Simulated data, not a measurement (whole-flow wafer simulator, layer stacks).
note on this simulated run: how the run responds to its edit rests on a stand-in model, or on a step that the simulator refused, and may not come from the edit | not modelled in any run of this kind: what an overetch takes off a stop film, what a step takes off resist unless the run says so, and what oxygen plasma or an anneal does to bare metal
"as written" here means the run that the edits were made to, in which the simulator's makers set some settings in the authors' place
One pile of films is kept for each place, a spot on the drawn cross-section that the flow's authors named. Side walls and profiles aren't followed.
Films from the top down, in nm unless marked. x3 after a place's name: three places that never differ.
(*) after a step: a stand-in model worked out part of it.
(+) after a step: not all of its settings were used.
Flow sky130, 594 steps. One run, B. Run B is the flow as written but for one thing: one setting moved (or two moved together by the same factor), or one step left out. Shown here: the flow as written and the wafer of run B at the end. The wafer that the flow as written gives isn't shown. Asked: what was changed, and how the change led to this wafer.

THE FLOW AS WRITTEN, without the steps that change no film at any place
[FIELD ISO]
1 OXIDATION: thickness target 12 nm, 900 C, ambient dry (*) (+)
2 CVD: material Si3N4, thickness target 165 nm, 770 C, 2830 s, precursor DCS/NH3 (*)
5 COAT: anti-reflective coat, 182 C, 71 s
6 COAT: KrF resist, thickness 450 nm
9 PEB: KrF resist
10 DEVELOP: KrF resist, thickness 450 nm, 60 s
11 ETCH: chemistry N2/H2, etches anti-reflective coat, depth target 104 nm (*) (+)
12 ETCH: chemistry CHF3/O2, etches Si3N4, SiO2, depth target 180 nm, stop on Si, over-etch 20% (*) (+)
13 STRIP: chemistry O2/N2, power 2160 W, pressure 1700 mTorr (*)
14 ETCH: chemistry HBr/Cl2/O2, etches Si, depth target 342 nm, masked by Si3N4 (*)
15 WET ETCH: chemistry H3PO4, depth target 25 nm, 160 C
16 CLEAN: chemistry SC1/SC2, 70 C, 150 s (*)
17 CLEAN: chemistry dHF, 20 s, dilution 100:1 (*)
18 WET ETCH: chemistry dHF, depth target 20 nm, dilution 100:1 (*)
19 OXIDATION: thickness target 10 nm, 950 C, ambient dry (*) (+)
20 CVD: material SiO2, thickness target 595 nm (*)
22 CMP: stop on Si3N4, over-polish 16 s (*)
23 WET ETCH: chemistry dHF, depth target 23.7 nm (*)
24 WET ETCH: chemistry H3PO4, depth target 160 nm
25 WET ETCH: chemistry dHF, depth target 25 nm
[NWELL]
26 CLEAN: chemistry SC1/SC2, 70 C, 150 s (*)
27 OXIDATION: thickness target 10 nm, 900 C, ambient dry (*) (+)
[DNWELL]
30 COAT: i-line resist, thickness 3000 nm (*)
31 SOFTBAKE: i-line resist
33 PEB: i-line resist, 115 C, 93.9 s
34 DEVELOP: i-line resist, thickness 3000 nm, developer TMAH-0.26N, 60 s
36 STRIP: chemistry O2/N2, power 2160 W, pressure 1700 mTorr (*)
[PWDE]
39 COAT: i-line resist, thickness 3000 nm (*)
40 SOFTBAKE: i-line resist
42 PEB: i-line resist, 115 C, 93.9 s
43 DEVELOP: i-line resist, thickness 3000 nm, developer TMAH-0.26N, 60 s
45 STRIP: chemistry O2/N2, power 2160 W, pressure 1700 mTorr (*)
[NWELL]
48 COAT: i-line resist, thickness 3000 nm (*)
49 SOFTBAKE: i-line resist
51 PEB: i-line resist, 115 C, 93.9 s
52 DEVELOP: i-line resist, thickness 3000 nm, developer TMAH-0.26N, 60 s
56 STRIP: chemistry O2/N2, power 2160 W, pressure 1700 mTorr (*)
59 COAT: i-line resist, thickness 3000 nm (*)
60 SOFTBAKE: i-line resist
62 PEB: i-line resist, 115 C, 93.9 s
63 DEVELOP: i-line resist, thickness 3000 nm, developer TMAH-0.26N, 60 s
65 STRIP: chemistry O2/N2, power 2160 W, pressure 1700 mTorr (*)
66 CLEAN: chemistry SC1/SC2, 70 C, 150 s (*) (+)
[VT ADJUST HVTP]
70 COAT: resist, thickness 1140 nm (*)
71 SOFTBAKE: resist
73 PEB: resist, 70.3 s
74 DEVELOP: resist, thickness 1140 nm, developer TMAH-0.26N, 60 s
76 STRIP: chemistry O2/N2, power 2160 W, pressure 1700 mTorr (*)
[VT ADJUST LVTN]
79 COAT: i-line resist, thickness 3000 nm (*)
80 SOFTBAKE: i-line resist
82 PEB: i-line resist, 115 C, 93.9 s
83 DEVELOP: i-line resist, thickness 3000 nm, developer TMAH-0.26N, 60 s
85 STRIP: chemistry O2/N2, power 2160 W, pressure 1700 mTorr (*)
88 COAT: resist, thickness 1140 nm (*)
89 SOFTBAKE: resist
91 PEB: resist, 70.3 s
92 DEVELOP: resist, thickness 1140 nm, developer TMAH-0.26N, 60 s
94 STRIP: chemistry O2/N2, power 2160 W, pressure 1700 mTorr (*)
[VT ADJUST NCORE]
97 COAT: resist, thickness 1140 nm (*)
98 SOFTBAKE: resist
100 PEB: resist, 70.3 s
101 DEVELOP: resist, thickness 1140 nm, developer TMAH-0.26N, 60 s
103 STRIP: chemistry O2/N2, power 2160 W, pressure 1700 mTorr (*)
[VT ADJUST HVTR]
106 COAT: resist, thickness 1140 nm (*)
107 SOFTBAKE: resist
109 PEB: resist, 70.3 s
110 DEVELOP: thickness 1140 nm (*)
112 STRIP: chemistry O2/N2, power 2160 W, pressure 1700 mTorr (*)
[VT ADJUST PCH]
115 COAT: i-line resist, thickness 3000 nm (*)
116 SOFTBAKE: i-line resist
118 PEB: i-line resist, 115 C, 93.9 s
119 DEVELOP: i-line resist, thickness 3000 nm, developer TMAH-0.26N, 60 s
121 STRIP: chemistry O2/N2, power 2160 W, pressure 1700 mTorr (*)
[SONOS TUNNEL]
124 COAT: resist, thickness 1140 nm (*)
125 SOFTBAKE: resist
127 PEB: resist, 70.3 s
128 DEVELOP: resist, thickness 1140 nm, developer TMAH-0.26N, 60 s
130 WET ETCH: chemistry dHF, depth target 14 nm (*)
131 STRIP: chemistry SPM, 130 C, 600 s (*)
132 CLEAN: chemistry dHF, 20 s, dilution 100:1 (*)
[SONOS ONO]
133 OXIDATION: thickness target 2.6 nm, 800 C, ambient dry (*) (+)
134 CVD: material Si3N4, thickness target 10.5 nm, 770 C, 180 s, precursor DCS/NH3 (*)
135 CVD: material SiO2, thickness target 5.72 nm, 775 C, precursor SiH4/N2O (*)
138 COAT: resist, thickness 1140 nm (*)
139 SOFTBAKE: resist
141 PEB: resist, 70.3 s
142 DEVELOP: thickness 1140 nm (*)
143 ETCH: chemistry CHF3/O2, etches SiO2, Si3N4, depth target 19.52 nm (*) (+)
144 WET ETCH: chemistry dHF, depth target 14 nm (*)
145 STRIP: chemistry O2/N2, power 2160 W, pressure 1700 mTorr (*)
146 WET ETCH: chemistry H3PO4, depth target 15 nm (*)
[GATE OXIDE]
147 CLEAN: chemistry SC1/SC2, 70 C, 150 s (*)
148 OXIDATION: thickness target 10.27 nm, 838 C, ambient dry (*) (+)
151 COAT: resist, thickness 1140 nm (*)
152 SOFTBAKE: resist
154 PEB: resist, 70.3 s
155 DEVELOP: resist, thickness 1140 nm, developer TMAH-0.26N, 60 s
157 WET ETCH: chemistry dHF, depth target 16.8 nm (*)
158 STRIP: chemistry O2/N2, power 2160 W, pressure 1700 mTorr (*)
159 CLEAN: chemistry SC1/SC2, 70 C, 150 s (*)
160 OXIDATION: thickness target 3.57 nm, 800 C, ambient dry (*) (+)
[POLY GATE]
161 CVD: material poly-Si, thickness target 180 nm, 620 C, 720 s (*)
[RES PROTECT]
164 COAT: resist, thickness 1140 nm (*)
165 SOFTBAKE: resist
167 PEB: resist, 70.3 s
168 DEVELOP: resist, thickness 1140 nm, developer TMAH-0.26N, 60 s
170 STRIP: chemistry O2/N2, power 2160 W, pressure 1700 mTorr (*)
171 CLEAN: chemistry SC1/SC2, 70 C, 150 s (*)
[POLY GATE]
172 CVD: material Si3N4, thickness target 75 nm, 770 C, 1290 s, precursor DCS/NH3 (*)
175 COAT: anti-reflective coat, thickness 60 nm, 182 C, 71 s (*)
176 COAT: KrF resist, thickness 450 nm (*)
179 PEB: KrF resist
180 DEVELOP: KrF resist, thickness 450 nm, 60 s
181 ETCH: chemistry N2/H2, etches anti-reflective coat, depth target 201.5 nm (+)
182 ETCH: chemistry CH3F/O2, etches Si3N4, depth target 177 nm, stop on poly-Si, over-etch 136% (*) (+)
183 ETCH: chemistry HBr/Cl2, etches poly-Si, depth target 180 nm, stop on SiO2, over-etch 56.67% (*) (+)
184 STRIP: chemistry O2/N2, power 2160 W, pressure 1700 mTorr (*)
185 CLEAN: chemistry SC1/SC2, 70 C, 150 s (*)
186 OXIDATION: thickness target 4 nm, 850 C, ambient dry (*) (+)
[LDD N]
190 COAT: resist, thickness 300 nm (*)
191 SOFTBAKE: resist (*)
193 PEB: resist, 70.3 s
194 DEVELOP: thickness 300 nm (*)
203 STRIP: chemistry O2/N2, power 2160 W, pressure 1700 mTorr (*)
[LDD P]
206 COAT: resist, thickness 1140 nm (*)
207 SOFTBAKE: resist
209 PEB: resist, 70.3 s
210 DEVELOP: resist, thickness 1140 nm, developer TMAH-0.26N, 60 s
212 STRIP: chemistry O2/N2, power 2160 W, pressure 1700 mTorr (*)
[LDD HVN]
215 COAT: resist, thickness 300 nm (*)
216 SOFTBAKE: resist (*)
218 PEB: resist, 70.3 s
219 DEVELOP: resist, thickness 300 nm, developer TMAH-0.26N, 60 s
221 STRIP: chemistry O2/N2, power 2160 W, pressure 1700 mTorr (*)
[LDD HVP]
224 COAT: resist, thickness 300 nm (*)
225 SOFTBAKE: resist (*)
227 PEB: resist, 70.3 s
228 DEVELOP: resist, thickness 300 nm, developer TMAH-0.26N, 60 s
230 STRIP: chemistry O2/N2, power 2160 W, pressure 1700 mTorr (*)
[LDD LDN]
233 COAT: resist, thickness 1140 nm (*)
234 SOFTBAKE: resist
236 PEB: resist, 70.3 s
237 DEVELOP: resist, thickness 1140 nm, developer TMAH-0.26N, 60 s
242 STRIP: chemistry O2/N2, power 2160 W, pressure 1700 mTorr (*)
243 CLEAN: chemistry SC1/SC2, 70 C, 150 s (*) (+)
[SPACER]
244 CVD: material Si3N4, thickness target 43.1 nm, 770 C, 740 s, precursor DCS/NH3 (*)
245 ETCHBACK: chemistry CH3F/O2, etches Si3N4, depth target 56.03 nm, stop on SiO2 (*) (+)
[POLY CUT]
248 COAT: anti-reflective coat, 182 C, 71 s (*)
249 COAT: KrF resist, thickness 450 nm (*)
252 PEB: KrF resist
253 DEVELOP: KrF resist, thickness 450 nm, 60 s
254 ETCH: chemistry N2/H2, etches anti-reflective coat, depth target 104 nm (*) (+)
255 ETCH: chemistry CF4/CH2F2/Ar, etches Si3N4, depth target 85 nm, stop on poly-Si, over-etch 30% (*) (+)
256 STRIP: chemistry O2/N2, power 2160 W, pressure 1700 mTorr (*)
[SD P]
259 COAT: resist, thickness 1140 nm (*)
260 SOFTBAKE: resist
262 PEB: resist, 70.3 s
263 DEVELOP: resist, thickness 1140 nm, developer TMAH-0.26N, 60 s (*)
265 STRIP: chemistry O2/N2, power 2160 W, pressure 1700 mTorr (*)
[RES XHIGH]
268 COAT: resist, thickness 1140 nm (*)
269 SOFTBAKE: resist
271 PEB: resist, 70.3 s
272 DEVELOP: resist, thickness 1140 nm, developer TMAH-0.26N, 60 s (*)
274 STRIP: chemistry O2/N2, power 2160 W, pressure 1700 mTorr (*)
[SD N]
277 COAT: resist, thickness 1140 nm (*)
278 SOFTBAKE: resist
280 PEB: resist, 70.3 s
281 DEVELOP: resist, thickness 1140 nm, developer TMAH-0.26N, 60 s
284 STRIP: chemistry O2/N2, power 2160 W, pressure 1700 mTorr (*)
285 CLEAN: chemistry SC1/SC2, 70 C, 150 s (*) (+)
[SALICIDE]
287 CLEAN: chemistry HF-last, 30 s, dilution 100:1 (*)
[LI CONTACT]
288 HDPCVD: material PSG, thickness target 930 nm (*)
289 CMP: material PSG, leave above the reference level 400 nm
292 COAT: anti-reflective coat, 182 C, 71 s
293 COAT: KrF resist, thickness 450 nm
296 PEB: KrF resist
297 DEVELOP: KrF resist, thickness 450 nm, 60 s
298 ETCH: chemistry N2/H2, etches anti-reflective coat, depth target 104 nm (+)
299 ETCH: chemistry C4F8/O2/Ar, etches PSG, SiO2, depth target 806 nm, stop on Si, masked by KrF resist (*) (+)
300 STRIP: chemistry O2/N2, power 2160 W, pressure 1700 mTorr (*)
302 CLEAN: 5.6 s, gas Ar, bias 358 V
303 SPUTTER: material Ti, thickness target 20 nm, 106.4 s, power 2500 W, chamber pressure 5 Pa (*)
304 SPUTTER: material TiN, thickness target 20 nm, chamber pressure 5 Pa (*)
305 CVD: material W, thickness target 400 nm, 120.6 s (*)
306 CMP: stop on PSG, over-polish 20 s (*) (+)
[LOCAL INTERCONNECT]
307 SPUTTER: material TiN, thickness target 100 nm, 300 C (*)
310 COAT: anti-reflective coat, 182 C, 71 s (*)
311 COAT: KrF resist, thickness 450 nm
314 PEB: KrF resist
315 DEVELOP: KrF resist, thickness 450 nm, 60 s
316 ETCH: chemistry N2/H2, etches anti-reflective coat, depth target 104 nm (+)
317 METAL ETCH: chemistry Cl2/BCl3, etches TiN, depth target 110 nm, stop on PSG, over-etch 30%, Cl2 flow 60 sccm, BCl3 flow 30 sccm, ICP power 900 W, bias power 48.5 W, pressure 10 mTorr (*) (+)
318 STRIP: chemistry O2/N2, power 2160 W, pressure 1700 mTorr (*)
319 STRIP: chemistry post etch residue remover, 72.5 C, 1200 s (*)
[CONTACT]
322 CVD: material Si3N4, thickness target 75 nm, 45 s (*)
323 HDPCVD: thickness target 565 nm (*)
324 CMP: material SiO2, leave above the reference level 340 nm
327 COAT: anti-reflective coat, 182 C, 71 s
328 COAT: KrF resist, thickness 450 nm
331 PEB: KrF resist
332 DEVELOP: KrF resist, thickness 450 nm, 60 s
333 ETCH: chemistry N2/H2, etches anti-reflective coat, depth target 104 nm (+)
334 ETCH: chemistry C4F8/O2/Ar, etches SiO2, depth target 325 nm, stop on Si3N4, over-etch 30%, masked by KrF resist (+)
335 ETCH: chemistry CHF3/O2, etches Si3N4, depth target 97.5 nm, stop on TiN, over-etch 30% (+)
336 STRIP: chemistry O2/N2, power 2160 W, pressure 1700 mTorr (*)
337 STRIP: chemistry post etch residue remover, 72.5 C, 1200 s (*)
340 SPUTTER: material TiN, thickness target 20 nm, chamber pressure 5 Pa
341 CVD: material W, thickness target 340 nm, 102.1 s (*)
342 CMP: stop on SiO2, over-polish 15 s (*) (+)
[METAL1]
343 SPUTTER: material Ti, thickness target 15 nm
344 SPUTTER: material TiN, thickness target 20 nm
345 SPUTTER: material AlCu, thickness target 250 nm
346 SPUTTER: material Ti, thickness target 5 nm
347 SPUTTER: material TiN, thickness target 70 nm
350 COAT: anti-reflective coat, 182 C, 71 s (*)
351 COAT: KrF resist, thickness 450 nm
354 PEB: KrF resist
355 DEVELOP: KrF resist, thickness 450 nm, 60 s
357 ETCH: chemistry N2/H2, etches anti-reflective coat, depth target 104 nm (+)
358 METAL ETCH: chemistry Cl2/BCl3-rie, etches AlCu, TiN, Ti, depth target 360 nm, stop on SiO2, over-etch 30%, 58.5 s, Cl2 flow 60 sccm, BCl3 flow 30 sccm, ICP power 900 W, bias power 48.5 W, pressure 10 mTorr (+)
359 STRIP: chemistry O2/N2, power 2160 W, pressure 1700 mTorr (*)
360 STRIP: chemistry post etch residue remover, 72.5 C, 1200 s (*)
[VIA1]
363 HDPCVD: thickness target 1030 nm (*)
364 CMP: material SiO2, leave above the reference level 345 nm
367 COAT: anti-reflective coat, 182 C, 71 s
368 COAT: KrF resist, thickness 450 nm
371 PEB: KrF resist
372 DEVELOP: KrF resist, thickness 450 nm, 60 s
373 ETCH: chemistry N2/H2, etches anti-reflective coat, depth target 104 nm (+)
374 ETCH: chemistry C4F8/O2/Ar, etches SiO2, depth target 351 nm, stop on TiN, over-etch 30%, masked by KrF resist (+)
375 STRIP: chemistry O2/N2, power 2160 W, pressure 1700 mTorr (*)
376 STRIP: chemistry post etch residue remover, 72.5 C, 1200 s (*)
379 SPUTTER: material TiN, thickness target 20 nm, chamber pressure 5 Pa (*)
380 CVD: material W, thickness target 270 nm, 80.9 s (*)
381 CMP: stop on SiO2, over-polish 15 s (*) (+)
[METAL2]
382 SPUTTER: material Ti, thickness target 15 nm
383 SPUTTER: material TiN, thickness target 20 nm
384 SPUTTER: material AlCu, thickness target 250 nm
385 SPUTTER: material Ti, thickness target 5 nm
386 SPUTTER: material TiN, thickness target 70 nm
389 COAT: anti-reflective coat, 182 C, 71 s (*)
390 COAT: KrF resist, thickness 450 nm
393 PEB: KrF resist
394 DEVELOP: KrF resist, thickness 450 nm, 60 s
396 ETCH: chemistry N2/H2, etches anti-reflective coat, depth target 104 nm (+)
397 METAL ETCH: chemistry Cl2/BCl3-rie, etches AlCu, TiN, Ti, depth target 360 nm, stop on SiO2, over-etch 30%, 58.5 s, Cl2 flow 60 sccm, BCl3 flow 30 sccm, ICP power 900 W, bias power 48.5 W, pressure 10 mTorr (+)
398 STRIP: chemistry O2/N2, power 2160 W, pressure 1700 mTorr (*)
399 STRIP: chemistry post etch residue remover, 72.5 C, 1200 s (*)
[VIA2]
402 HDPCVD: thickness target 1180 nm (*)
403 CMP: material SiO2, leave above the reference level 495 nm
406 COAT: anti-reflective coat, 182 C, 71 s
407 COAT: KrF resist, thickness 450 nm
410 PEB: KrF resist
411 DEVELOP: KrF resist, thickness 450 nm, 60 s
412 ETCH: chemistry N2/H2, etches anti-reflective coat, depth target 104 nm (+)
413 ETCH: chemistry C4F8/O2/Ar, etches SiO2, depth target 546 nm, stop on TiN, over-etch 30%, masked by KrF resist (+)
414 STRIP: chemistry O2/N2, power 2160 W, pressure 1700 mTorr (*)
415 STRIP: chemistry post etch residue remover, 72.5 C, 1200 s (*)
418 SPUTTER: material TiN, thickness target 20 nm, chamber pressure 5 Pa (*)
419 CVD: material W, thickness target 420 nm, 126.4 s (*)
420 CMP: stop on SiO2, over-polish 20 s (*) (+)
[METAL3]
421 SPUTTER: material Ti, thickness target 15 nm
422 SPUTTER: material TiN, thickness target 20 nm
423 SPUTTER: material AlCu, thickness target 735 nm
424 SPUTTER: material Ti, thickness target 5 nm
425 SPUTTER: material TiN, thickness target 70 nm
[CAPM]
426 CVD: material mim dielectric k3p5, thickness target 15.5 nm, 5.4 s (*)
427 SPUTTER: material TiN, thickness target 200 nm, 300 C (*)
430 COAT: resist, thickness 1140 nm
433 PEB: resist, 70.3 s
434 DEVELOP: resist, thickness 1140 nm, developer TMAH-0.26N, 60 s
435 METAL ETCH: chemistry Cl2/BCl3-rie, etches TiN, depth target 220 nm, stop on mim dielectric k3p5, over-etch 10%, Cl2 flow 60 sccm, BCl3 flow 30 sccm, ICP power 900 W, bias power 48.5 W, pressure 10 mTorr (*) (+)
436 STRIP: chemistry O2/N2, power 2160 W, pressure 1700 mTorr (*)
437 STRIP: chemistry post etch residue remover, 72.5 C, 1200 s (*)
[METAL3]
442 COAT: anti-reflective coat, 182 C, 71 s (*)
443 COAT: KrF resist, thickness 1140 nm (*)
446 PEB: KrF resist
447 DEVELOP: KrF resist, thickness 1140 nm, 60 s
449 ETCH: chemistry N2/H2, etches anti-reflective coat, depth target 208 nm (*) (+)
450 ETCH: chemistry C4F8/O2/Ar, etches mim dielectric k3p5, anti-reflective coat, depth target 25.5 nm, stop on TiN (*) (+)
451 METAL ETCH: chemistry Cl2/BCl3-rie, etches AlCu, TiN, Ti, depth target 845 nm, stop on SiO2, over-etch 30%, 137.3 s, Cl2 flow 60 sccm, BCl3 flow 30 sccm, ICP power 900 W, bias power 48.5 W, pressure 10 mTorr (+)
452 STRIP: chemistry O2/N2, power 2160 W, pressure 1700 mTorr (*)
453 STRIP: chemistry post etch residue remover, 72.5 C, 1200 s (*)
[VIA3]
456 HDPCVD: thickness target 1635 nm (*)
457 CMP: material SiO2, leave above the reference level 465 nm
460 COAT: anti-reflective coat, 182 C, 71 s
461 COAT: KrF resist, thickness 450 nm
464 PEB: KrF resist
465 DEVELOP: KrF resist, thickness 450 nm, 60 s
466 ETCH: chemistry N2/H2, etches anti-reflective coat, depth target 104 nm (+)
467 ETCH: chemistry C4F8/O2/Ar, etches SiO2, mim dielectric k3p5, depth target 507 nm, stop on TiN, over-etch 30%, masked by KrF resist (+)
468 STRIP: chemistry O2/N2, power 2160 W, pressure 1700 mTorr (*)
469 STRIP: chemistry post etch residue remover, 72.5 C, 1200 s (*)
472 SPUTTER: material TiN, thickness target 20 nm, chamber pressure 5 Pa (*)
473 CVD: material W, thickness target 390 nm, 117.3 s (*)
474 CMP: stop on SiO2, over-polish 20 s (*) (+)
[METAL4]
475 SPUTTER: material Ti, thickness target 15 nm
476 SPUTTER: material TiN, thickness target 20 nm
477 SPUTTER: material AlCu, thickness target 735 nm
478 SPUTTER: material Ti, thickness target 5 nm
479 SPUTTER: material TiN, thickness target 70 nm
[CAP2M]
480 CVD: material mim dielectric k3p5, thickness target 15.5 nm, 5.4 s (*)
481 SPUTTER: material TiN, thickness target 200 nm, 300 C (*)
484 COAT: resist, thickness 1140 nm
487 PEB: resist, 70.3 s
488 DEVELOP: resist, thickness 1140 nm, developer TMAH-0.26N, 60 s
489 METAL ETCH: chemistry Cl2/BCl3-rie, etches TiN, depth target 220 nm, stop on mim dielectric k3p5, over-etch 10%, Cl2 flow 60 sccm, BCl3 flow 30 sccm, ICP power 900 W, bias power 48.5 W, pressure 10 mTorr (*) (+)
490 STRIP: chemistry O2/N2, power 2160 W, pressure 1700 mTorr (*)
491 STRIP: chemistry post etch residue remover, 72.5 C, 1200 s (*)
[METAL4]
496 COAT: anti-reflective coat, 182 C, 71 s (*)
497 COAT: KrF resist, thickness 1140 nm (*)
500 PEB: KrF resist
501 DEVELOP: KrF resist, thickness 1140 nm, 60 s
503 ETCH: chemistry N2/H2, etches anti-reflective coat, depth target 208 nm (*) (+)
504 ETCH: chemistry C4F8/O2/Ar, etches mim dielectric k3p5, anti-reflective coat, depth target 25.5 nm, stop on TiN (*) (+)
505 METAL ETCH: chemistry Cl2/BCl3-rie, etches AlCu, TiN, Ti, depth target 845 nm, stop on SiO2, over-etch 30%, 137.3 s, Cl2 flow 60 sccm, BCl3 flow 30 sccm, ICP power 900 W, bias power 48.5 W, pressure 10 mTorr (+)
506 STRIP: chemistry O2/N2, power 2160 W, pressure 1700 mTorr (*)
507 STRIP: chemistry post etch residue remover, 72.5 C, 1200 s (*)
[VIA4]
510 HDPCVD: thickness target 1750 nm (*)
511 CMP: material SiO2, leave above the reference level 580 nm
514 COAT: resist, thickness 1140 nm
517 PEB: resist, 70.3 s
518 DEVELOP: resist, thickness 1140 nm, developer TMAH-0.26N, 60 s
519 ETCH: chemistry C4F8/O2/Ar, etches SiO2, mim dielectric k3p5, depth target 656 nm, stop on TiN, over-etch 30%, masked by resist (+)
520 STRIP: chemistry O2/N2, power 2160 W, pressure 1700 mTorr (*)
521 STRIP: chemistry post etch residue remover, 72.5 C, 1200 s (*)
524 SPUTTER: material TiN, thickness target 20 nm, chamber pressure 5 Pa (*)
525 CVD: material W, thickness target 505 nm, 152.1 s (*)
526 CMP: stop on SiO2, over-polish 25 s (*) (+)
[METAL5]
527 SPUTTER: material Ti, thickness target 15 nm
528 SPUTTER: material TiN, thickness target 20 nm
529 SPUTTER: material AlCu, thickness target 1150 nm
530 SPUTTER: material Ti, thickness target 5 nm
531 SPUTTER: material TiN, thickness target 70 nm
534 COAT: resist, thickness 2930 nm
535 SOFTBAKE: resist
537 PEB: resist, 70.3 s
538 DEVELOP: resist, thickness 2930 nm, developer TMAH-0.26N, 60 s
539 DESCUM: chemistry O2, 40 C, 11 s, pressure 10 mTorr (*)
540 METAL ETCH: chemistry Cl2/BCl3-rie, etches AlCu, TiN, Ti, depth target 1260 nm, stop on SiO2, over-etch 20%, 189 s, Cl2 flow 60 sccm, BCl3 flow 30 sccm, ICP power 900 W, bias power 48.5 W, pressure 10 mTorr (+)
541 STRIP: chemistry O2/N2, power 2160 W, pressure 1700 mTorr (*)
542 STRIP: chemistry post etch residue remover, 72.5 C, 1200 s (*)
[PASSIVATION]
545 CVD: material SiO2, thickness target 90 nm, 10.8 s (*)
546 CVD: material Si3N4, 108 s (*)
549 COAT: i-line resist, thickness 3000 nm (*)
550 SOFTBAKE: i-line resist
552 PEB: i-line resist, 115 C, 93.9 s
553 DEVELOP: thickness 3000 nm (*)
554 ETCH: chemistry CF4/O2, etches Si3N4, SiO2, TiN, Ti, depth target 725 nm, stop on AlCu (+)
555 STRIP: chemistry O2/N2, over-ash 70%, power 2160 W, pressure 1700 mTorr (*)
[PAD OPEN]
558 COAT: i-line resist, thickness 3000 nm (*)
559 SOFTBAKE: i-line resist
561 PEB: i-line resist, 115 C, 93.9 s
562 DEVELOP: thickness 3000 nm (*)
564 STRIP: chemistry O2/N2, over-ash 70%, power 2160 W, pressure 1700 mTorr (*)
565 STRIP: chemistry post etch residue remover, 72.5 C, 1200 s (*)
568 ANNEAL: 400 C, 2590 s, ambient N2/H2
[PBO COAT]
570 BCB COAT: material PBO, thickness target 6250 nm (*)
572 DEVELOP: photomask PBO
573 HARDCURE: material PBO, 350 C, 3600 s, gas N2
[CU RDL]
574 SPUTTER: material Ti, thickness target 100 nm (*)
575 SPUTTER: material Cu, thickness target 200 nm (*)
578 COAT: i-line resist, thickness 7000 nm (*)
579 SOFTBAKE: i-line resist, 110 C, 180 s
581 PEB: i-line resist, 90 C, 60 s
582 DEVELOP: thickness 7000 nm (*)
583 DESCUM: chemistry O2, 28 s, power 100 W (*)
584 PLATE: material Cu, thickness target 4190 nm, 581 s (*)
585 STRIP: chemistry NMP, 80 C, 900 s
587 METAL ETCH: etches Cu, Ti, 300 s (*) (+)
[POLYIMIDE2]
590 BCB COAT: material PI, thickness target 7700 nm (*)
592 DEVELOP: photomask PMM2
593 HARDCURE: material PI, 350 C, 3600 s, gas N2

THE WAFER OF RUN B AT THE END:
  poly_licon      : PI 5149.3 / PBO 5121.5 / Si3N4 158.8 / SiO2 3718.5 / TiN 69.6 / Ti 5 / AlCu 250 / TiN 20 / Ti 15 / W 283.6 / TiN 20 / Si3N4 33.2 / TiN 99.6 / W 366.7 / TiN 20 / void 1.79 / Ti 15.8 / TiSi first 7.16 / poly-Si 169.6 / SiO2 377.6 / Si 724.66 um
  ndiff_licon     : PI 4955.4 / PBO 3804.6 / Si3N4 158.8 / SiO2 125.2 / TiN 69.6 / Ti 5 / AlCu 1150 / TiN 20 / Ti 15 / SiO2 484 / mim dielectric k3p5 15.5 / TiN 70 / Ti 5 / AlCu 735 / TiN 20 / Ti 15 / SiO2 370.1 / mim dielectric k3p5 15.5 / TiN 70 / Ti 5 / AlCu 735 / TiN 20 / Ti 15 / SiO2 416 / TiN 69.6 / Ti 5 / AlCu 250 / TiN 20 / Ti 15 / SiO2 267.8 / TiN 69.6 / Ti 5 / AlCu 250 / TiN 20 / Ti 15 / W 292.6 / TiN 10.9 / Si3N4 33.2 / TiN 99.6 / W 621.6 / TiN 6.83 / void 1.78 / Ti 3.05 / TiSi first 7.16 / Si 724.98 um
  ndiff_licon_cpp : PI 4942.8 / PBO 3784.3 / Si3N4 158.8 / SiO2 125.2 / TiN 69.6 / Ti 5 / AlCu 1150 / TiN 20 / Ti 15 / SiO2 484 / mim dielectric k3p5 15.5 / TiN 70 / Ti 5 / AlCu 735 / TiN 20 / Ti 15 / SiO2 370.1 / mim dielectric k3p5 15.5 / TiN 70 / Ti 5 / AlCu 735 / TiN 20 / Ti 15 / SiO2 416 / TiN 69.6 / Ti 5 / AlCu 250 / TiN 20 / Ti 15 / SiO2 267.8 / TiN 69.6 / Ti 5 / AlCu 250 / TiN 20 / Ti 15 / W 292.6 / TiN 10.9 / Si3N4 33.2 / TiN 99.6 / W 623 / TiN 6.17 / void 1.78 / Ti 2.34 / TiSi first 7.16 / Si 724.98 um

The cause: step 335, ETCH: depth target 41.4 nm was run, where the flow has depth target 97.5 nm.

How the change led to this, step by step:
  335 ETCH: chemistry CHF3/O2, etches Si3N4, depth target 97.5 nm, stop on TiN, over-etch 30% (+)
      poly_licon, ndiff_licon, ndiff_licon_cpp, rpo_hd_licon: Si3N4 -41.4 (as written it would be: Si3N4 -75 (all of it))
      field, active, n_well and 184 more: KrF resist -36 (as written it would be: KrF resist -84.8)
  336 STRIP: chemistry O2/N2, power 2160 W, pressure 1700 mTorr (*)
      field, active, n_well and 184 more: KrF resist -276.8 (all of it), anti-reflective coat -80 (all of it) (as written it would be: KrF resist -228 (all of it), anti-reflective coat -80 (all of it))
  340 SPUTTER: material TiN, thickness target 20 nm, chamber pressure 5 Pa
      ndiff_licon, ndiff_licon_cpp, rpo_hd_licon: TiN +10.9 (new film) (as written it would be: TiN +10.4)
      poly_licon: TiN +20 (new film) (as written it would be: TiN +20)
  341 CVD: material W, thickness target 340 nm, 102.1 s (*)
      ndiff_licon, ndiff_licon_cpp, rpo_hd_licon: W +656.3 (new film) (as written it would be: W +690.5 (new film))
  342 CMP: stop on SiO2, over-polish 15 s (*) (+)
      poly_licon: W -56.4 (as written it would be: W -22.8)
Counting metal films that touch as one body, poly_licon has 3 bodies (between them, from the top down: Si3N4 33.2; void 1.79); the flow as written gives 2 bodies (between them, from the top down: void 1.79).
Counting metal films that touch as one body, ndiff_licon has 7 bodies (between them, from the top down: SiO2 484 / mim dielectric k3p5 15.5; SiO2 370.1 / mim dielectric k3p5 15.5; SiO2 416; SiO2 267.8; Si3N4 33.2; void 1.78); the flow as written gives 6 bodies (between them, from the top down: SiO2 484 / mim dielectric k3p5 15.5; SiO2 370.1 / mim dielectric k3p5 15.5; SiO2 416; SiO2 267.8; void 1.78).
Counting metal films that touch as one body, ndiff_licon_cpp has 7 bodies (between them, from the top down: SiO2 484 / mim dielectric k3p5 15.5; SiO2 370.1 / mim dielectric k3p5 15.5; SiO2 416; SiO2 267.8; Si3N4 33.2; void 1.78); the flow as written gives 6 bodies (between them, from the top down: SiO2 484 / mim dielectric k3p5 15.5; SiO2 370.1 / mim dielectric k3p5 15.5; SiO2 416; SiO2 267.8; void 1.78).
